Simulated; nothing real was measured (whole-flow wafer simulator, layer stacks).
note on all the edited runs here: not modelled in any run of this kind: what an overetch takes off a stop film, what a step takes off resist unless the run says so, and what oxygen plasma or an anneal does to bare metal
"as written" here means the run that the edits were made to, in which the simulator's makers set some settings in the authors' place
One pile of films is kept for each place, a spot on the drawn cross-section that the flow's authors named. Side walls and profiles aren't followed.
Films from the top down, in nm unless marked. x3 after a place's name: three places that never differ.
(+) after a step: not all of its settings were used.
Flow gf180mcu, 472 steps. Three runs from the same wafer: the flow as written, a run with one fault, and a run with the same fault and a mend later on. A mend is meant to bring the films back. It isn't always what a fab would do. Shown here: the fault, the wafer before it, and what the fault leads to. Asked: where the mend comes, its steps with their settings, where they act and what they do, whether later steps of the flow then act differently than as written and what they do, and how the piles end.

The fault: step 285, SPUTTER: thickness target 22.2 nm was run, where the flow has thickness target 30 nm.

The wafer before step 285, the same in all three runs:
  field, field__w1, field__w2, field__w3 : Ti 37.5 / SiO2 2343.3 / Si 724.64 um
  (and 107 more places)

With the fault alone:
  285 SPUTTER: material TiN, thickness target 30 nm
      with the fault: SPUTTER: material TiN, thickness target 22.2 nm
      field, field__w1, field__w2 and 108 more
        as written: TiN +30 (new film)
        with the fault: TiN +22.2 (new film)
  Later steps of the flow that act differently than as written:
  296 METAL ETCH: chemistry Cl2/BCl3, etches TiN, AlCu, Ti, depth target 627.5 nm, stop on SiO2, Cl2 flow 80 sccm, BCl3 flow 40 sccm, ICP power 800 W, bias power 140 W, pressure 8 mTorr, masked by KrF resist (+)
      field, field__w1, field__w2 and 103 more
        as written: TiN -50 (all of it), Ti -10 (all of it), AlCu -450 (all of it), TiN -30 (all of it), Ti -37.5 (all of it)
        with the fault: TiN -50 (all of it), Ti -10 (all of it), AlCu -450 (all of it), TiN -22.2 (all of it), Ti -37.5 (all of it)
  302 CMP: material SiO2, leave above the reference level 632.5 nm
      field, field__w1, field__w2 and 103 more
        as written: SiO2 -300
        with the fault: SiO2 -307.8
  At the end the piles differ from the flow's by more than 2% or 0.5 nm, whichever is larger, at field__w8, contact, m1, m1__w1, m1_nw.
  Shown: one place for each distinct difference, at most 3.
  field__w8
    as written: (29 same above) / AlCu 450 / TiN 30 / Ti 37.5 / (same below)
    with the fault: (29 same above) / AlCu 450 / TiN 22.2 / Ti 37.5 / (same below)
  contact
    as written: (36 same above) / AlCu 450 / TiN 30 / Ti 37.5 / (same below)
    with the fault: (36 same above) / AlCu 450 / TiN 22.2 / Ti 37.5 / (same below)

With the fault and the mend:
  The mend comes after step 285.
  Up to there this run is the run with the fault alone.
  285a SPUTTER: material TiN, thickness target 7.8 nm (the flow's step 285 once more, with other settings)
      field, field__w1, field__w2 and 108 more
        TiN +7.8
  No later step of the flow acts differently than as written at any place that is followed.
  At the end the piles are the same as the flow's at every place that both follow.
